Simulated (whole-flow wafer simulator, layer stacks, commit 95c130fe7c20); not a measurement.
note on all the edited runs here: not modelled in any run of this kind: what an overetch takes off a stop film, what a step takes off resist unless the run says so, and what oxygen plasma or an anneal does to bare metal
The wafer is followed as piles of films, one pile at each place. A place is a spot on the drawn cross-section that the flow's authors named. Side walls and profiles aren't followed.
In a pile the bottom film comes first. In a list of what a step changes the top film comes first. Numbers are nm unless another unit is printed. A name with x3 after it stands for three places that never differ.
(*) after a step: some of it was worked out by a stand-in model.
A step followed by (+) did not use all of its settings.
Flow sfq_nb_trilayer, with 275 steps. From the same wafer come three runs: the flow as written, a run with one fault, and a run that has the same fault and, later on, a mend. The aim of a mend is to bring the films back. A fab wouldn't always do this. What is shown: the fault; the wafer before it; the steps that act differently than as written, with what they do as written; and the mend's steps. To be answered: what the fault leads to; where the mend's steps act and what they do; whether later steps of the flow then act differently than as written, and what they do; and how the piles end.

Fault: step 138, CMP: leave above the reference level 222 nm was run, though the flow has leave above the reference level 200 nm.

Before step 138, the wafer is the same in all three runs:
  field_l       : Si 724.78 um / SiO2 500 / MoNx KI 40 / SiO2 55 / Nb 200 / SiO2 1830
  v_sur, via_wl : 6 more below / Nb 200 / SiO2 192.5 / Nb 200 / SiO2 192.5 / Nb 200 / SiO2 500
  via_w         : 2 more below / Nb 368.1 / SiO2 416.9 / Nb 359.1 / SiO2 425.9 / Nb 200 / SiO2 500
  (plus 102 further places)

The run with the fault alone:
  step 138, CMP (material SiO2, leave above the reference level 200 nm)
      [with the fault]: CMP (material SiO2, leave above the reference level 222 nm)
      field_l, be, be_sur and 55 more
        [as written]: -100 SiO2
        [with the fault]: -78 SiO2
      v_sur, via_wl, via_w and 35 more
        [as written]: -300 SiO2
        [with the fault]: -278 SiO2
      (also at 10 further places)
  Steps later in the flow that act otherwise than as written (7 more steps, not shown, differ only slightly: by at most 2% or 0.5 nm, whichever is larger):
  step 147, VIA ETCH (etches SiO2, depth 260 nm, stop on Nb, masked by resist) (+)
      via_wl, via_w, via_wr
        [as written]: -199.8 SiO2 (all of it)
        [with the fault]: -221.8 SiO2 (all of it)
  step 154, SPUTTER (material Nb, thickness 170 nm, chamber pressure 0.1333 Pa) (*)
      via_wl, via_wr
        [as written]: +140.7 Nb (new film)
        [with the fault]: +136.8 Nb (new film)
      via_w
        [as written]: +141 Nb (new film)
        [with the fault]: +137.1 Nb (new film)
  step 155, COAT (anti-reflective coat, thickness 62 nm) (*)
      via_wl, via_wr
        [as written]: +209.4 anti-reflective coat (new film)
        [with the fault]: +232.1 anti-reflective coat (new film)
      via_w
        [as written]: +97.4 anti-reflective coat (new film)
        [with the fault]: +100.4 anti-reflective coat (new film)
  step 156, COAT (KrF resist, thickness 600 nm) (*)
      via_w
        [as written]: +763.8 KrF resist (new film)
        [with the fault]: +784.1 KrF resist (new film)
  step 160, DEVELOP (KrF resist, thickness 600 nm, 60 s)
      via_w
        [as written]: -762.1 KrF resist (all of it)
        [with the fault]: -782.4 KrF resist (all of it)
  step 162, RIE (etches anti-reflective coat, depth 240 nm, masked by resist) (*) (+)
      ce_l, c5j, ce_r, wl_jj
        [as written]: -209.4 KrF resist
        [with the fault]: -232.1 KrF resist
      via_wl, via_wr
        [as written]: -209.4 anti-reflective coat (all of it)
        [with the fault]: -232.1 anti-reflective coat (all of it)
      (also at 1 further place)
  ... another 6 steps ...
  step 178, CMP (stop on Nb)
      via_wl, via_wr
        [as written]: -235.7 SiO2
        [with the fault]: -227.2 SiO2
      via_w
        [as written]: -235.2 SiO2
        [with the fault]: -227.2 SiO2
  By the end, the piles at v_sur, via_wl, via_w and 18 more depart from the flow's by more than 2% or 0.5 nm, whichever is larger.
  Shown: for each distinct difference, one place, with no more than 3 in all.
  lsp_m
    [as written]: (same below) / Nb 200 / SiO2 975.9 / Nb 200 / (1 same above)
    [with the fault]: (same below) / Nb 200 / SiO2 997.9 / Nb 200 / (1 same above)
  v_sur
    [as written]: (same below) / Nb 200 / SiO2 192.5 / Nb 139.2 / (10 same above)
    [with the fault]: (same below) / Nb 200 / SiO2 214.5 / Nb 139.2 / (10 same above)
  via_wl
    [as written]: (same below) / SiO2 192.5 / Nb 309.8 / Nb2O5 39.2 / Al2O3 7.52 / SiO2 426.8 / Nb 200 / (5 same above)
    [with the fault]: (same below) / SiO2 192.5 / Nb 307.1 / Nb2O5 39.5 / Al2O3 7.32 / SiO2 451.4 / Nb 200 / (5 same above)

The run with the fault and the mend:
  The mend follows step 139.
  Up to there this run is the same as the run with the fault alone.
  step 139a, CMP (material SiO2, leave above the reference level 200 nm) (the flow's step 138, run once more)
      field_l, v_sur, via_wl and 103 more
        -22 SiO2
  None of the later steps of the flow acts differently than as written at any place that is followed.
  At every place that both follow, the piles at the end match the flow's.
